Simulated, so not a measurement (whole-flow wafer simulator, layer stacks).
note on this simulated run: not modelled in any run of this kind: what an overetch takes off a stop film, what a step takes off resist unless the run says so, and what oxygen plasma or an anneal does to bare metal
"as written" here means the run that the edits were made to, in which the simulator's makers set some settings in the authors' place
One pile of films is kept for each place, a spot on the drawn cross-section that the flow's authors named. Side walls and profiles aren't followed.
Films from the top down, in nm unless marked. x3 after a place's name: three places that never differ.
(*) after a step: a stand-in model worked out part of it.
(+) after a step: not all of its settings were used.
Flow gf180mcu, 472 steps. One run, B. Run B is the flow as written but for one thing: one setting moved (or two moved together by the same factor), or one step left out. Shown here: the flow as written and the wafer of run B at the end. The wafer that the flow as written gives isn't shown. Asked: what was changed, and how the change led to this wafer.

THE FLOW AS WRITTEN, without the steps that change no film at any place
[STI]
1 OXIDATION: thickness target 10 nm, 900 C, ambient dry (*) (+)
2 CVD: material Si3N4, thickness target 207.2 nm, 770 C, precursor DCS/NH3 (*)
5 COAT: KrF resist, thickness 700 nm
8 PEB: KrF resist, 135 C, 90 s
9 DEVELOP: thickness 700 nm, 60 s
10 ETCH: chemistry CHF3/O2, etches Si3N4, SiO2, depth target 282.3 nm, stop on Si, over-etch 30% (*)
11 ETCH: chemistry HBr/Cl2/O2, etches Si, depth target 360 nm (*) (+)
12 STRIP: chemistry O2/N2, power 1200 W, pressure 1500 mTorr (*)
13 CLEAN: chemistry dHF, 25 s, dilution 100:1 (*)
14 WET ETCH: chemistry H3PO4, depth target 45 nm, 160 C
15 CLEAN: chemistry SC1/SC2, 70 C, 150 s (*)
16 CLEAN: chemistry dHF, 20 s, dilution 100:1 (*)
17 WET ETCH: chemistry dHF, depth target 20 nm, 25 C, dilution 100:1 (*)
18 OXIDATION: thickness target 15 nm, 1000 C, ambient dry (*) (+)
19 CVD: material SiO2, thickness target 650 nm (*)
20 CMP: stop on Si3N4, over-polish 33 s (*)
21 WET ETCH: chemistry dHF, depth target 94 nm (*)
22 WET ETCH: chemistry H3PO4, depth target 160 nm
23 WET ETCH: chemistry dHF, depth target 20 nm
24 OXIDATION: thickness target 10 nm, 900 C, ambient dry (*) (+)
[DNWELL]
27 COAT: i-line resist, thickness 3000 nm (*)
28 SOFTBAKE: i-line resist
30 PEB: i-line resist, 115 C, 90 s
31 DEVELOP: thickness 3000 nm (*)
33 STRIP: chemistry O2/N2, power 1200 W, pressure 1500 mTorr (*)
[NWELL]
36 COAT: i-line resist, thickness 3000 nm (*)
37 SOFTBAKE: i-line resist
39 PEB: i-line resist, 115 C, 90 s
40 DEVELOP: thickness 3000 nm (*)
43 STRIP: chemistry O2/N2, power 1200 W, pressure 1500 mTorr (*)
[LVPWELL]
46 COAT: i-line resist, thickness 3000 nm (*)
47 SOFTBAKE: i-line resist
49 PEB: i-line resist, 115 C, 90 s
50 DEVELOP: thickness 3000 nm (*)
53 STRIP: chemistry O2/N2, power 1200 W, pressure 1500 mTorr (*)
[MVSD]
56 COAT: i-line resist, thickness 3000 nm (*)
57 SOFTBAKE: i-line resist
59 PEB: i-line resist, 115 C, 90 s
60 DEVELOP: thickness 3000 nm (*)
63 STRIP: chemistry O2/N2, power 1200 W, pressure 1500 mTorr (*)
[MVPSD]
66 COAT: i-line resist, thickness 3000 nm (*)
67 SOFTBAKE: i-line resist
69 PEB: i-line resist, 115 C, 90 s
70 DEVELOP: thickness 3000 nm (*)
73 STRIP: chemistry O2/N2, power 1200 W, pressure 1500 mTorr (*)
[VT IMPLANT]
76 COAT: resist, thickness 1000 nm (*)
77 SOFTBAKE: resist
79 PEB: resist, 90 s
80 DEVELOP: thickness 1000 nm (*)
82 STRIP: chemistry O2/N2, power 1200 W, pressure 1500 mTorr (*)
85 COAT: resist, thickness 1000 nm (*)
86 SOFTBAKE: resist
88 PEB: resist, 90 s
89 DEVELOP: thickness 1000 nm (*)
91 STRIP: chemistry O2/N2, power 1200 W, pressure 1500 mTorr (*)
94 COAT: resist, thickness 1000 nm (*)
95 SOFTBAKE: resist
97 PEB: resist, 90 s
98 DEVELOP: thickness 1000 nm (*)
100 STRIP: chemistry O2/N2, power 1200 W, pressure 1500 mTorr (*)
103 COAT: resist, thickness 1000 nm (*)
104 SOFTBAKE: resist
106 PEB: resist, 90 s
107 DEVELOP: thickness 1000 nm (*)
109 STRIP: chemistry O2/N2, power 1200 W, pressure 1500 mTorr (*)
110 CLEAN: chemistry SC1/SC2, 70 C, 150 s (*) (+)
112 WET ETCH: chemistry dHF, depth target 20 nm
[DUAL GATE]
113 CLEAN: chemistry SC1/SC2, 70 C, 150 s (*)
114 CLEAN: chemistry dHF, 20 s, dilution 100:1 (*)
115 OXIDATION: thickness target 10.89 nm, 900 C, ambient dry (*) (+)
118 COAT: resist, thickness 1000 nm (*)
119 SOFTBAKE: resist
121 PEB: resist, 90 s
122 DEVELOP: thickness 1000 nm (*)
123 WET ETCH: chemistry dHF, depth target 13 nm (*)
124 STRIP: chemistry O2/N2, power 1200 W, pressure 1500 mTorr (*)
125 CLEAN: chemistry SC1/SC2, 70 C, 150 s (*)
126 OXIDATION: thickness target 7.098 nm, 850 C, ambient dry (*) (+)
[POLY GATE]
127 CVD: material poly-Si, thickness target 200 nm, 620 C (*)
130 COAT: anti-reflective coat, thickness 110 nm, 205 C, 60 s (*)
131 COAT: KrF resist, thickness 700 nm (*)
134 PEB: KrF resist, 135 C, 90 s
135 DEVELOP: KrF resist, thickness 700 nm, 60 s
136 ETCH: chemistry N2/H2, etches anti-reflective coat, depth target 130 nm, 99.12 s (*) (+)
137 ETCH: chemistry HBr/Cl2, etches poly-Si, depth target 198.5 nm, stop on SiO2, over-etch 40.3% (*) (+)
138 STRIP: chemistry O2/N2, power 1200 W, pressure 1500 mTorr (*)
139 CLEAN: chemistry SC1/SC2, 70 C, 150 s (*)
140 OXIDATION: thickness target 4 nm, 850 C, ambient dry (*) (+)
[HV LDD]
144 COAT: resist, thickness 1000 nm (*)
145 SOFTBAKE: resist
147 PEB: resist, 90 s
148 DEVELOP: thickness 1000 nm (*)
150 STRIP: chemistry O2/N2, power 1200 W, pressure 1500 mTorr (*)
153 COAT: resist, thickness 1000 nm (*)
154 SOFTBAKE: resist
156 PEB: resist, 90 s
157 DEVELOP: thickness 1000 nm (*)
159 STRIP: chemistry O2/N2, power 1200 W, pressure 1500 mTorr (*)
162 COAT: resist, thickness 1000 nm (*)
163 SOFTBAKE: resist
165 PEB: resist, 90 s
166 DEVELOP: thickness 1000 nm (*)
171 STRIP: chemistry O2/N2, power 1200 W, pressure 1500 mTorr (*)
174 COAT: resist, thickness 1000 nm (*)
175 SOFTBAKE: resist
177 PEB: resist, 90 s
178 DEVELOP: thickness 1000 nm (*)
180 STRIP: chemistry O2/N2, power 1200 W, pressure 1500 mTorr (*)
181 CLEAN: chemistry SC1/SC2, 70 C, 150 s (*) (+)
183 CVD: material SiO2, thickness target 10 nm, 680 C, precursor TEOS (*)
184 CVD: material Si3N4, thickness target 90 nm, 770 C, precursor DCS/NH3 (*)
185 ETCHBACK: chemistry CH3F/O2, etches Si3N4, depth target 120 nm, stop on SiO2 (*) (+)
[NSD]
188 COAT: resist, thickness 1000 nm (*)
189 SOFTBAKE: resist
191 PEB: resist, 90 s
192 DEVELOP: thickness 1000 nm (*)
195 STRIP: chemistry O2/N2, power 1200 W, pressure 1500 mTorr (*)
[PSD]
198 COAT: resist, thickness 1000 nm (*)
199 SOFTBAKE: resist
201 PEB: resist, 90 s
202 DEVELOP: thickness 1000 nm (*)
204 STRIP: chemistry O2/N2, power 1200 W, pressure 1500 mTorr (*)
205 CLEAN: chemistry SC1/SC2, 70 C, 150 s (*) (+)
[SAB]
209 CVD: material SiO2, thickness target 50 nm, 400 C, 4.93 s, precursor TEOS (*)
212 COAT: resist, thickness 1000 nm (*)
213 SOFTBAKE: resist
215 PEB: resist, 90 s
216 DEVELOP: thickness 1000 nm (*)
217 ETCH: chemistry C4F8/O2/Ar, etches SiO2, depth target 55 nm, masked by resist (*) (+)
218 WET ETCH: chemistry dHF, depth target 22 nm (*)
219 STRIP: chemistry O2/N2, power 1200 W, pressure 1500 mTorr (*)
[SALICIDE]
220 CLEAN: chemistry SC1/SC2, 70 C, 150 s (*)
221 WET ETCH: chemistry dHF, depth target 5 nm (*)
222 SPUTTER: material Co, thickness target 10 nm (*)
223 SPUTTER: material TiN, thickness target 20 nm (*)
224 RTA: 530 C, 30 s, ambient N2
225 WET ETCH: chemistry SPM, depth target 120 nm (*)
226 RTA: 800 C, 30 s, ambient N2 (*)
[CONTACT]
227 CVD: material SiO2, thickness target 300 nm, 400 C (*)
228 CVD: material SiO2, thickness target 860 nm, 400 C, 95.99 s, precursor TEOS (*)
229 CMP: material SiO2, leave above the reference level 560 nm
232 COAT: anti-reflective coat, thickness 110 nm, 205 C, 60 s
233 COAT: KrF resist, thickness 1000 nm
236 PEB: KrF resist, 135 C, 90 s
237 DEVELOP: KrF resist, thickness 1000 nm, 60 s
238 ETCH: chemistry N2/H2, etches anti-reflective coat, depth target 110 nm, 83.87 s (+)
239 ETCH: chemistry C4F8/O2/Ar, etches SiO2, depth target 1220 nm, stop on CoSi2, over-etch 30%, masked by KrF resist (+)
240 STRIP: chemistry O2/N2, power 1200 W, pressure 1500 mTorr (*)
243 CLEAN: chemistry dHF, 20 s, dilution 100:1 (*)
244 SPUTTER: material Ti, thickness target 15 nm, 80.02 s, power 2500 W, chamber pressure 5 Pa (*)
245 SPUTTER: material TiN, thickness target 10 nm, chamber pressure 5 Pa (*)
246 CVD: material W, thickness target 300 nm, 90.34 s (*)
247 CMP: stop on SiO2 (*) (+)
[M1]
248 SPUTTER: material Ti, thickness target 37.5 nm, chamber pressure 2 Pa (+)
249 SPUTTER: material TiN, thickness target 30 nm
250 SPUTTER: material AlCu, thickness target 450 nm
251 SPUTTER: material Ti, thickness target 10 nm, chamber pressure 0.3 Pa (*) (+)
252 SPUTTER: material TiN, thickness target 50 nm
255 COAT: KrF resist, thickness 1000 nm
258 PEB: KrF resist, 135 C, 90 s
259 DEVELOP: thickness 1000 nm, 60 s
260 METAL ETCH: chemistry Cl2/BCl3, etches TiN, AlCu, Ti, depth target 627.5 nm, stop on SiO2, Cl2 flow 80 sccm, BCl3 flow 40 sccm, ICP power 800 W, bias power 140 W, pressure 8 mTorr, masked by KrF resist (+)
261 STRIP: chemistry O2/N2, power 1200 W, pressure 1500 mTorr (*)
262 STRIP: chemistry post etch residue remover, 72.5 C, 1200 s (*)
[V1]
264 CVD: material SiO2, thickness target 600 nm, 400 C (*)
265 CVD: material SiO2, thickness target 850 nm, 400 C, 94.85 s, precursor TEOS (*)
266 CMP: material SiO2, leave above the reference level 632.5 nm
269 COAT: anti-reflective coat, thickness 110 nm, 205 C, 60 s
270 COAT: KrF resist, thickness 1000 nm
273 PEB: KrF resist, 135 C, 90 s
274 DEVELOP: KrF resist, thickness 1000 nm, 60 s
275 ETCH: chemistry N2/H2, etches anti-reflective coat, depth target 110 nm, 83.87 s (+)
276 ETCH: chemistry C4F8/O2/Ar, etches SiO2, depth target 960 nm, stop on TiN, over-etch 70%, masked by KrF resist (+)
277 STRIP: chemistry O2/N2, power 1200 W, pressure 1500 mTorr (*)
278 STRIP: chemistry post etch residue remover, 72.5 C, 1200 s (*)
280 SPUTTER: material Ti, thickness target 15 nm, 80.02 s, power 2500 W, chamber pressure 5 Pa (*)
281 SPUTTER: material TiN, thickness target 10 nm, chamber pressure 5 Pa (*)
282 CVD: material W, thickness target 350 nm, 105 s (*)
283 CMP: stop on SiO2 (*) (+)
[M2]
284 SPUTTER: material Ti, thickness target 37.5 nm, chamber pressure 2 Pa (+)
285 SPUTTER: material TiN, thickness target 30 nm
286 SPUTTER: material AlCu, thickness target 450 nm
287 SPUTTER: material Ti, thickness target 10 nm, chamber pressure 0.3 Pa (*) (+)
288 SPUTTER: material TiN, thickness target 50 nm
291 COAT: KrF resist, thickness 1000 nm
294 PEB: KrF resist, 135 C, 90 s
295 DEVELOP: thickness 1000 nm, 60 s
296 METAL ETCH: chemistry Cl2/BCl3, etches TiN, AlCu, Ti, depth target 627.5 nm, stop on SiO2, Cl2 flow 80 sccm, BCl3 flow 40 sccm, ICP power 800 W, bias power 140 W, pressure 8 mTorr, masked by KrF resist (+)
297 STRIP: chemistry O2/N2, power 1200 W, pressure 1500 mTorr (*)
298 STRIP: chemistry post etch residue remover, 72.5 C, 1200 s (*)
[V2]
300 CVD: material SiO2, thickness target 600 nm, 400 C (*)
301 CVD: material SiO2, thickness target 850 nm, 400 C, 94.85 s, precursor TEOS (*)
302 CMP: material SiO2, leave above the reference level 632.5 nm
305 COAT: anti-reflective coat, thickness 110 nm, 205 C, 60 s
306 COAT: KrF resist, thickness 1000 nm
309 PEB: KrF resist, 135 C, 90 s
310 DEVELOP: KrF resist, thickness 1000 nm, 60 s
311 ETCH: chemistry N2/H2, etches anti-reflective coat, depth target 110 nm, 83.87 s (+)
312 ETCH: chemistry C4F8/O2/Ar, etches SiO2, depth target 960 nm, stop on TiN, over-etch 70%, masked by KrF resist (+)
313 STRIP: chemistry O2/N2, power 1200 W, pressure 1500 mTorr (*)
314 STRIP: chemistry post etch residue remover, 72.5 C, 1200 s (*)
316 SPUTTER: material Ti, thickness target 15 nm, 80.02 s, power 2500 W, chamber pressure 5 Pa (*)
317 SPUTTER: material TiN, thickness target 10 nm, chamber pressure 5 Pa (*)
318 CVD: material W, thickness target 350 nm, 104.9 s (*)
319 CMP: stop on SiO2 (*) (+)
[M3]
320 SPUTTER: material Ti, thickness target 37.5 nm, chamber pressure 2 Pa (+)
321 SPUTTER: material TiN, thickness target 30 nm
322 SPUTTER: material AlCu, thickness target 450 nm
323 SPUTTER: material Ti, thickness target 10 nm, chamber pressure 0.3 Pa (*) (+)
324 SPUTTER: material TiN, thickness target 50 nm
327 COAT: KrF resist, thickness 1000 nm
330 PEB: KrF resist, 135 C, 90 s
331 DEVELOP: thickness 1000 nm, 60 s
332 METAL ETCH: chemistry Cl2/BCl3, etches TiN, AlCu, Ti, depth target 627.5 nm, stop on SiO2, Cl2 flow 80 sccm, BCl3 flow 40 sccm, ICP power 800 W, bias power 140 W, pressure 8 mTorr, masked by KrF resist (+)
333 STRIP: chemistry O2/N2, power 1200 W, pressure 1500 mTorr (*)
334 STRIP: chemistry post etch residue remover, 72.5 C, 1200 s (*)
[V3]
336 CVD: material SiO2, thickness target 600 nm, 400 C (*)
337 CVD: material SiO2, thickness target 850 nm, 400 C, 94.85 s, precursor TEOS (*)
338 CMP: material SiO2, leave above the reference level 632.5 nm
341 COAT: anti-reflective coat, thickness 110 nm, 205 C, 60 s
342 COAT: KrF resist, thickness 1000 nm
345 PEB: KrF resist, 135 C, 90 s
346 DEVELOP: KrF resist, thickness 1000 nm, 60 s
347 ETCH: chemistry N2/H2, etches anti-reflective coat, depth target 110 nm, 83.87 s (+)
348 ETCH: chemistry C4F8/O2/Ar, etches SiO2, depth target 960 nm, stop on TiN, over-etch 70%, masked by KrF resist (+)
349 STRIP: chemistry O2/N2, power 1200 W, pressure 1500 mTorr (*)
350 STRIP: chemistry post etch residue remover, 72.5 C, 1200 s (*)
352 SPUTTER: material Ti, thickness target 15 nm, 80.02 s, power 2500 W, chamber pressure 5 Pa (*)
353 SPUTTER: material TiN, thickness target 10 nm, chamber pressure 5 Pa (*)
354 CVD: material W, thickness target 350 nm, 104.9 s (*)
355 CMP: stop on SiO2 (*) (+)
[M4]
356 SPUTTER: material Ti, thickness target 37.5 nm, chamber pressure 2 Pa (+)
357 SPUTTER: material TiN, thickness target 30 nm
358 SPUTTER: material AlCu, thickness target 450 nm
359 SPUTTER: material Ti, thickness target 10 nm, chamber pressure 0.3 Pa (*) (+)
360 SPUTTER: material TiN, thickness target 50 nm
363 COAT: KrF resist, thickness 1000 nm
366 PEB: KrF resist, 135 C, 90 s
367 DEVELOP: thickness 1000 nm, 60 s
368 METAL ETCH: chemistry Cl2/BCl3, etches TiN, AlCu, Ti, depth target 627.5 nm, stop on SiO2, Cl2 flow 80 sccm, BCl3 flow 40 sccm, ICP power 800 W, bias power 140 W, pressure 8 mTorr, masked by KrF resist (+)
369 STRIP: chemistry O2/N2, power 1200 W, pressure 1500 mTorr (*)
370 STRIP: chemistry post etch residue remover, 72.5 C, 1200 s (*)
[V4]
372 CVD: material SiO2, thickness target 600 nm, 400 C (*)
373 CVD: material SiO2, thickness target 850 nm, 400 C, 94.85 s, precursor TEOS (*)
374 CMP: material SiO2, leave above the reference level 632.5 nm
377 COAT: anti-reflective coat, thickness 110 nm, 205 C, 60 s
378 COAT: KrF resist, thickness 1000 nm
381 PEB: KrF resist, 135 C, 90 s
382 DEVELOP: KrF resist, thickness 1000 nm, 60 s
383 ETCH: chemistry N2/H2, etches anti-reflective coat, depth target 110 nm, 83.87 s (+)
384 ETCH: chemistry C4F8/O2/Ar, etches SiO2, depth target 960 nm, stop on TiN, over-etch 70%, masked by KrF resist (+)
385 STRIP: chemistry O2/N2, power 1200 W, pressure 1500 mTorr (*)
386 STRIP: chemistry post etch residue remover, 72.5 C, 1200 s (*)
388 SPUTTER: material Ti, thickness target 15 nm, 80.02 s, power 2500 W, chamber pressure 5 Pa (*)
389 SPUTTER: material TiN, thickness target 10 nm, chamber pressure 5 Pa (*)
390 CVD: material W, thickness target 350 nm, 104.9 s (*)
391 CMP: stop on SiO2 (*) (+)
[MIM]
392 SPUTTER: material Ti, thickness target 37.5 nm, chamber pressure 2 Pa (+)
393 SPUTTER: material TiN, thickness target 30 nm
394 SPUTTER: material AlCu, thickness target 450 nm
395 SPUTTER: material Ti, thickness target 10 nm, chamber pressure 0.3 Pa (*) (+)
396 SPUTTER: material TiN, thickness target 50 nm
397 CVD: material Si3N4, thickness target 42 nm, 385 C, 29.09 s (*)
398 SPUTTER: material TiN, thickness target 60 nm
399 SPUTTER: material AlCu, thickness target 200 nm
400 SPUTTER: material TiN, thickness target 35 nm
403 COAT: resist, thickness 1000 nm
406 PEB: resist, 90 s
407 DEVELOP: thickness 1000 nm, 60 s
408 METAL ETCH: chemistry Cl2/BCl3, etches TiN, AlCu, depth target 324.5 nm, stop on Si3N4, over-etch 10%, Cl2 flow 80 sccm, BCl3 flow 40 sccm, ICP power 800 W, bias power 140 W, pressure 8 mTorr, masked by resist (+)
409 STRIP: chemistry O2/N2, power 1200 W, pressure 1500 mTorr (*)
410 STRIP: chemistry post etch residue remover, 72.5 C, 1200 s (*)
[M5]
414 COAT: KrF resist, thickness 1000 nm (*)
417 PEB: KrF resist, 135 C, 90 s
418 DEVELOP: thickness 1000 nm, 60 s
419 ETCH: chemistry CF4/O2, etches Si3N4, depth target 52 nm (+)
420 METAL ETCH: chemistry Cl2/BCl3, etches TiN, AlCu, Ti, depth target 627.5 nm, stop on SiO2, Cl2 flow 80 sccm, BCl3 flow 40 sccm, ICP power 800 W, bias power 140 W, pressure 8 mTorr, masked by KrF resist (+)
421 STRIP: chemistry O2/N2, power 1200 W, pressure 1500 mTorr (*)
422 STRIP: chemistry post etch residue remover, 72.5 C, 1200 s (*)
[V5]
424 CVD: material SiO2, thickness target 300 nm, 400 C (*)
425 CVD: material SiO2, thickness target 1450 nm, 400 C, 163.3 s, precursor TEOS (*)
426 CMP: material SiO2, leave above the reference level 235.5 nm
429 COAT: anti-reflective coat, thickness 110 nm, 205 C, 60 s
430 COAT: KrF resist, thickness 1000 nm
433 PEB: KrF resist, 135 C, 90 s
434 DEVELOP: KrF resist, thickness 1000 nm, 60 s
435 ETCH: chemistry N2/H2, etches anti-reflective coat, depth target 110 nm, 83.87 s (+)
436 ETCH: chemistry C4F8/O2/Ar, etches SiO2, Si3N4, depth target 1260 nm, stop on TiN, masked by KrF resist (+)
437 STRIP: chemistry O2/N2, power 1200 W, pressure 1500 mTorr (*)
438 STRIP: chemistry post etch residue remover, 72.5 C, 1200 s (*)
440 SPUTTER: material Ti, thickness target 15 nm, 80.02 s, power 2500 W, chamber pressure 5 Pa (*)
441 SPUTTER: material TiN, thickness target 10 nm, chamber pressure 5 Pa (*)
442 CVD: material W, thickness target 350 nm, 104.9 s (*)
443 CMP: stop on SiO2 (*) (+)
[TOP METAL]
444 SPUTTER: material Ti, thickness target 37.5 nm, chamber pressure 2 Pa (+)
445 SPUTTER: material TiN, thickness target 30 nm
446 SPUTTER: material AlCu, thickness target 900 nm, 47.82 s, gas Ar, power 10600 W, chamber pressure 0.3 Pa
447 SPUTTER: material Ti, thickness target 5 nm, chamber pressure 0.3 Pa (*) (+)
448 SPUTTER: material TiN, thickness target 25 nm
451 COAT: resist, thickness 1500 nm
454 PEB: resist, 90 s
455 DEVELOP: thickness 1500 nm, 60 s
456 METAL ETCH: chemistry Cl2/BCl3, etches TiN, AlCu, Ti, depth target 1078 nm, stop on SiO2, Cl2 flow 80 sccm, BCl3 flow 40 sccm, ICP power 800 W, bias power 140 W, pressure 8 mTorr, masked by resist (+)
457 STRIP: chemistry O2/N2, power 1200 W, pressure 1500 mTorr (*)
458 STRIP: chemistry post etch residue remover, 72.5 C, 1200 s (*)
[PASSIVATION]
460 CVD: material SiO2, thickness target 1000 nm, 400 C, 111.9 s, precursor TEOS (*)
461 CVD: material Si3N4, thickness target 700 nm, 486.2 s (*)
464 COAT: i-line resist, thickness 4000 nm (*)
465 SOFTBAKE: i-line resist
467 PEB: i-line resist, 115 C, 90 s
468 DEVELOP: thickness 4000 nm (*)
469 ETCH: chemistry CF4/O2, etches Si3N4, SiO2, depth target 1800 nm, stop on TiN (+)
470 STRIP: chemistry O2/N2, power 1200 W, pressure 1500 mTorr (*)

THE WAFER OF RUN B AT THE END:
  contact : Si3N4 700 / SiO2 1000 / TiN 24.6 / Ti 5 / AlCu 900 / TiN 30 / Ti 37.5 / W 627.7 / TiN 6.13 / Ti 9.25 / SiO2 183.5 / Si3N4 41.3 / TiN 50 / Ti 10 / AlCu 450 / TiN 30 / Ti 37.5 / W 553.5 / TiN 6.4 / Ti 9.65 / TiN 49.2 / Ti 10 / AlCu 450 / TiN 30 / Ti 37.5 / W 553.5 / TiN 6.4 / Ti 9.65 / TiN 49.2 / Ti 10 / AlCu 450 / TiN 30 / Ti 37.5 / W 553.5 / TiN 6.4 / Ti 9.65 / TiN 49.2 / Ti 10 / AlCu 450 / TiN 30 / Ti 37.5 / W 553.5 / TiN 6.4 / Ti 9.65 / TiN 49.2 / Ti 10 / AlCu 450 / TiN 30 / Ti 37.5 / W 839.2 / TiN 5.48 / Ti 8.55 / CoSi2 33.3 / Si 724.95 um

The cause: step 436, ETCH: depth target 646 nm was run, where the flow has depth target 1260 nm.

How the change led to this, step by step:
  436 ETCH: chemistry C4F8/O2/Ar, etches SiO2, Si3N4, depth target 1260 nm, stop on TiN, masked by KrF resist (+)
      contact: SiO2 -646 (as written it would be: SiO2 -829.5 (all of it), Si3N4 -41.3 (all of it))
      field, field__w1, field__w2 and 108 more: KrF resist -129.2 (as written it would be: KrF resist -252)
  437 STRIP: chemistry O2/N2, power 1200 W, pressure 1500 mTorr (*)
      field, field__w1, field__w2 and 108 more: KrF resist -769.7 (all of it), anti-reflective coat -110 (all of it) (as written it would be: KrF resist -646.9 (all of it), anti-reflective coat -110 (all of it))
  440 SPUTTER: material Ti, thickness target 15 nm, 80.02 s, power 2500 W, chamber pressure 5 Pa (*)
      contact: Ti +9.25 (new film) (as written it would be: Ti +8.12 (new film))
  441 SPUTTER: material TiN, thickness target 10 nm, chamber pressure 5 Pa (*)
      contact: TiN +6.13 (new film) (as written it would be: TiN +5.38 (new film))
  442 CVD: material W, thickness target 350 nm, 104.9 s (*)
      contact: W +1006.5 (new film) (as written it would be: W +1233.6 (new film))
Counting metal films that touch as one body, contact has 2 bodies (between them, from the top down: SiO2 183.5 / Si3N4 41.3); the flow as written gives 1 body.
